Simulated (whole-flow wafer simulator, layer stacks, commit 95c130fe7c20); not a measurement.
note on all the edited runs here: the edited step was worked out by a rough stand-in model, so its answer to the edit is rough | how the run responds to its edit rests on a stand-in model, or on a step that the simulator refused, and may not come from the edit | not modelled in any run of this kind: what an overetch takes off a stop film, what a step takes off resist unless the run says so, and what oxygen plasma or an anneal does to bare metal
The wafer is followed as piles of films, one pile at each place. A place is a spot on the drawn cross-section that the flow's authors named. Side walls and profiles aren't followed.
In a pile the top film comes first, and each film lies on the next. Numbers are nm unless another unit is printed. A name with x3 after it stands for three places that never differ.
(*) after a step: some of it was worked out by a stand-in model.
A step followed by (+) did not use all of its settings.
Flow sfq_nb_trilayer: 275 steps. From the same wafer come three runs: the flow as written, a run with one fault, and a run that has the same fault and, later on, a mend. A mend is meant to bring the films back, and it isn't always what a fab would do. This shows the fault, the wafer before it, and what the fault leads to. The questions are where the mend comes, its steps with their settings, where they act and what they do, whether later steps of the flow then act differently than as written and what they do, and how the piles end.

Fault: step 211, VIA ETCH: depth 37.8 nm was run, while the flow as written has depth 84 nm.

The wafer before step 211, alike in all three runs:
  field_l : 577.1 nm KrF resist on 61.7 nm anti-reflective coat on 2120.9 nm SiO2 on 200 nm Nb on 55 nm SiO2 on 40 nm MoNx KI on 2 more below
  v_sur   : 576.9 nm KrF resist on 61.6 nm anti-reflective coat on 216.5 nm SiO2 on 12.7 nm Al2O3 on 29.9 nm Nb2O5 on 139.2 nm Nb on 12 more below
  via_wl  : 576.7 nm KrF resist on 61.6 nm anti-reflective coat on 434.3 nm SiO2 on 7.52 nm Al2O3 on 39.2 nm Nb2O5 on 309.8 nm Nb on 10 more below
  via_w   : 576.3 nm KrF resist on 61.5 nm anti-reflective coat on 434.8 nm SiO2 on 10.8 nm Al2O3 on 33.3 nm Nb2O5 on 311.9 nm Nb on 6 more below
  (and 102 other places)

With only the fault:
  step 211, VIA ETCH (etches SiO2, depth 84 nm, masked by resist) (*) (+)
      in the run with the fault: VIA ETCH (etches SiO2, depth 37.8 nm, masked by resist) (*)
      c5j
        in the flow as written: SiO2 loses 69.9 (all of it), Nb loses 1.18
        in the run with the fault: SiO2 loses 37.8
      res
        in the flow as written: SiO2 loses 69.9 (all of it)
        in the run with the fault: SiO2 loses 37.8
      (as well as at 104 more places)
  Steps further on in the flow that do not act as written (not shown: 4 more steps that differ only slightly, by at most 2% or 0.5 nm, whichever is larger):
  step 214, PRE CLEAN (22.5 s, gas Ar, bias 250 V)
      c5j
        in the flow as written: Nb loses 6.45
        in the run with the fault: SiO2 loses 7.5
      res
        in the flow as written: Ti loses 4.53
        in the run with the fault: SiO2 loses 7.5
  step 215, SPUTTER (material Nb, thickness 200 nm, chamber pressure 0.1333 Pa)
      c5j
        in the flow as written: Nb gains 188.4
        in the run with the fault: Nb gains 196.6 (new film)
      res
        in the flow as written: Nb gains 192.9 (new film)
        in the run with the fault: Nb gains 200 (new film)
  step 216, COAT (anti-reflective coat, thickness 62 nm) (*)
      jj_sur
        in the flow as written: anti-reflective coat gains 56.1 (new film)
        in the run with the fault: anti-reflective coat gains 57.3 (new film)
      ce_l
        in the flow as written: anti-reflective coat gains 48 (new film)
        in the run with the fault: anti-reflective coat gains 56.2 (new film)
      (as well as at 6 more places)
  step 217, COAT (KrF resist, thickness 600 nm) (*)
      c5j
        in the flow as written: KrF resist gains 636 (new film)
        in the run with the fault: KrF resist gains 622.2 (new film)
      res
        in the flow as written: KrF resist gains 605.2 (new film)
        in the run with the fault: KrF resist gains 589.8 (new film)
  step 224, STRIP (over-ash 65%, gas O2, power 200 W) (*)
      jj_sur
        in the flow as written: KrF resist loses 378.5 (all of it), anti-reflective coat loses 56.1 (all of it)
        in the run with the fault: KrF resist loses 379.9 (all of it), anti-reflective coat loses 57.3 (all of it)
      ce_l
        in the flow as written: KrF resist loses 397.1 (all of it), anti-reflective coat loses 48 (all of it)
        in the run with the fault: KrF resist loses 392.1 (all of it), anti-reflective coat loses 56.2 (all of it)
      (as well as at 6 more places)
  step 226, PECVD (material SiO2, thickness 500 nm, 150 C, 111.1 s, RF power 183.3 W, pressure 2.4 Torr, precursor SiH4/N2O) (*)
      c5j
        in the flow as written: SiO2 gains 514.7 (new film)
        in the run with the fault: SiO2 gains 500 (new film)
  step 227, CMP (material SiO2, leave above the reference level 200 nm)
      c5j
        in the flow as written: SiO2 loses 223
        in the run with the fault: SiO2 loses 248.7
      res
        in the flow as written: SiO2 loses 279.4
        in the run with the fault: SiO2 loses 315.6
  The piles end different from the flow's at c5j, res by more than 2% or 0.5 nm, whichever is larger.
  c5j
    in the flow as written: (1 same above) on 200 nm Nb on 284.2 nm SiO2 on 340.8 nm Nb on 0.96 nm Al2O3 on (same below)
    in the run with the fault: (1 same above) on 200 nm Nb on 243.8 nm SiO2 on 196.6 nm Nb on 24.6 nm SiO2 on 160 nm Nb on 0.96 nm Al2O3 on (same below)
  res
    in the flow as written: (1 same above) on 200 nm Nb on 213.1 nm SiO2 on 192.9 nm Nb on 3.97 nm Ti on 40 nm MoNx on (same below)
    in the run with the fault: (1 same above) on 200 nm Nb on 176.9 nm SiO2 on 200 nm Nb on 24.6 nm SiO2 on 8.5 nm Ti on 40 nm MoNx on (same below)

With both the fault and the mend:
  The mend follows step 211.
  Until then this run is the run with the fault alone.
  step 211a, VIA ETCH (etches SiO2, depth 46.2 nm, masked by resist) (*) (+) (the flow's step 211, run once more with other settings)
      field_l, v_sur, via_wl and 101 more
        KrF resist loses 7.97
      c5j
        SiO2 loses 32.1 (all of it), Nb loses 1.18
      res
        SiO2 loses 32.1 (all of it)
  Every later step of the flow that is run acts as written at every place that is followed.
  At every place that both follow, the piles at the end match the flow's.
